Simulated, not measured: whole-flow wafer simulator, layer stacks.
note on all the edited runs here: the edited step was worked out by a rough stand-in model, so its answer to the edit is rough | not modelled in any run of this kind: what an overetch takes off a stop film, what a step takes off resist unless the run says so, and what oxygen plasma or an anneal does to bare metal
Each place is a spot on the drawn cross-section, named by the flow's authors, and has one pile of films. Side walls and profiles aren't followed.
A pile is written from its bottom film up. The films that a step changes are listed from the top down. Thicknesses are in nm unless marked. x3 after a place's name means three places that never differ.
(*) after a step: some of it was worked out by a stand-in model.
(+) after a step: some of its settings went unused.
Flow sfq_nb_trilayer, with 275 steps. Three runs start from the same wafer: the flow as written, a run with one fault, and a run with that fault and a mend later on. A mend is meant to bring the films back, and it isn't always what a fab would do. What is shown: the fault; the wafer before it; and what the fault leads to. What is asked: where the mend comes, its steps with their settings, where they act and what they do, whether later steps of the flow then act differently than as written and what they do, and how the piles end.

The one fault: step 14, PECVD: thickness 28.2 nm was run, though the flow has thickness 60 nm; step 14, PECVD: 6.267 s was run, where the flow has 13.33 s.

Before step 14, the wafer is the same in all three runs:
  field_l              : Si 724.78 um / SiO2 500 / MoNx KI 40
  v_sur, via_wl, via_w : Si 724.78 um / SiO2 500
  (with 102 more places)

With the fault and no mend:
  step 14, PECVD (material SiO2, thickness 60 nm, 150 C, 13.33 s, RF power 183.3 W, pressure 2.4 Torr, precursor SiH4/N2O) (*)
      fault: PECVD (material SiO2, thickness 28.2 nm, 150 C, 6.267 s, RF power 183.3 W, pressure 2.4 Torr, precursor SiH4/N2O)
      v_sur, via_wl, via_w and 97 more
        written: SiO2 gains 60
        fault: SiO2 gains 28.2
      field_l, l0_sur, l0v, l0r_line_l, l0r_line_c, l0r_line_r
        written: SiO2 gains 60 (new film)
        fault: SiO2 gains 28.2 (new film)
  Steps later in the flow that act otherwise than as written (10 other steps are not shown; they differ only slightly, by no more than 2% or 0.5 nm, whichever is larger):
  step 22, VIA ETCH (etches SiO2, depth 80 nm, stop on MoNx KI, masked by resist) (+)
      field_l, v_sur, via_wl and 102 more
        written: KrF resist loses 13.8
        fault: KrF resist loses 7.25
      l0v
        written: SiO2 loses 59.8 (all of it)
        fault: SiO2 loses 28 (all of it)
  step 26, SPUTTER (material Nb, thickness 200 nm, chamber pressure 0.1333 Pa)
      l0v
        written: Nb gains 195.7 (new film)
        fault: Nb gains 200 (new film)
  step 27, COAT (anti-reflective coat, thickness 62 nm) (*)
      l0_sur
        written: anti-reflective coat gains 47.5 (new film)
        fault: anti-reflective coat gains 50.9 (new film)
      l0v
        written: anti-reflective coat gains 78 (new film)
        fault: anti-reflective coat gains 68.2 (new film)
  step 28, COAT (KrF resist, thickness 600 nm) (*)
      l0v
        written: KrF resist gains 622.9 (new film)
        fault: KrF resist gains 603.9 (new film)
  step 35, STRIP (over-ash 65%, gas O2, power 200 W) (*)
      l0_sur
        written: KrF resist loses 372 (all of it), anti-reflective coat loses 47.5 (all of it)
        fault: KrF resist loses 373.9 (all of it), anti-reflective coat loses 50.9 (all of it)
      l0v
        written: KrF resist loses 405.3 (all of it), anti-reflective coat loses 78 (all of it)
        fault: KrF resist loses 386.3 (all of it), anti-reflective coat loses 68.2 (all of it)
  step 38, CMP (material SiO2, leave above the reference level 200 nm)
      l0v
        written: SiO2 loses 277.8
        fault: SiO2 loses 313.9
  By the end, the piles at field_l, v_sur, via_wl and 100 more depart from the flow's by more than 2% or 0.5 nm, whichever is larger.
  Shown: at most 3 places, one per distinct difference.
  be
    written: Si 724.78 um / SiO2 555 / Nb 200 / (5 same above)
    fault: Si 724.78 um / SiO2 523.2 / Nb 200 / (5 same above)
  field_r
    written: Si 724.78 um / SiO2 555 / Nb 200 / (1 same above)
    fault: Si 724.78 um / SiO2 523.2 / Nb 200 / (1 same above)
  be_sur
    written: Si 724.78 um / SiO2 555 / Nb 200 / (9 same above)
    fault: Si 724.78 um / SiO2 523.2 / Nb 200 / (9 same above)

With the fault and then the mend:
  The mend stands after step 14.
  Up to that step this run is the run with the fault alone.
  step 14a, PECVD (material SiO2, thickness 31.8 nm, 150 C, 7.067 s, RF power 183.3 W, pressure 2.4 Torr, precursor SiH4/N2O) (the flow's step 14 again, with other settings)
      field_l, v_sur, via_wl and 103 more
        SiO2 gains 31.8
  Every later step of the flow that is run acts as written, at every place that is followed, to within 2% or 0.5 nm, whichever is larger.
  The piles end the same as the flow's at every place that both follow.
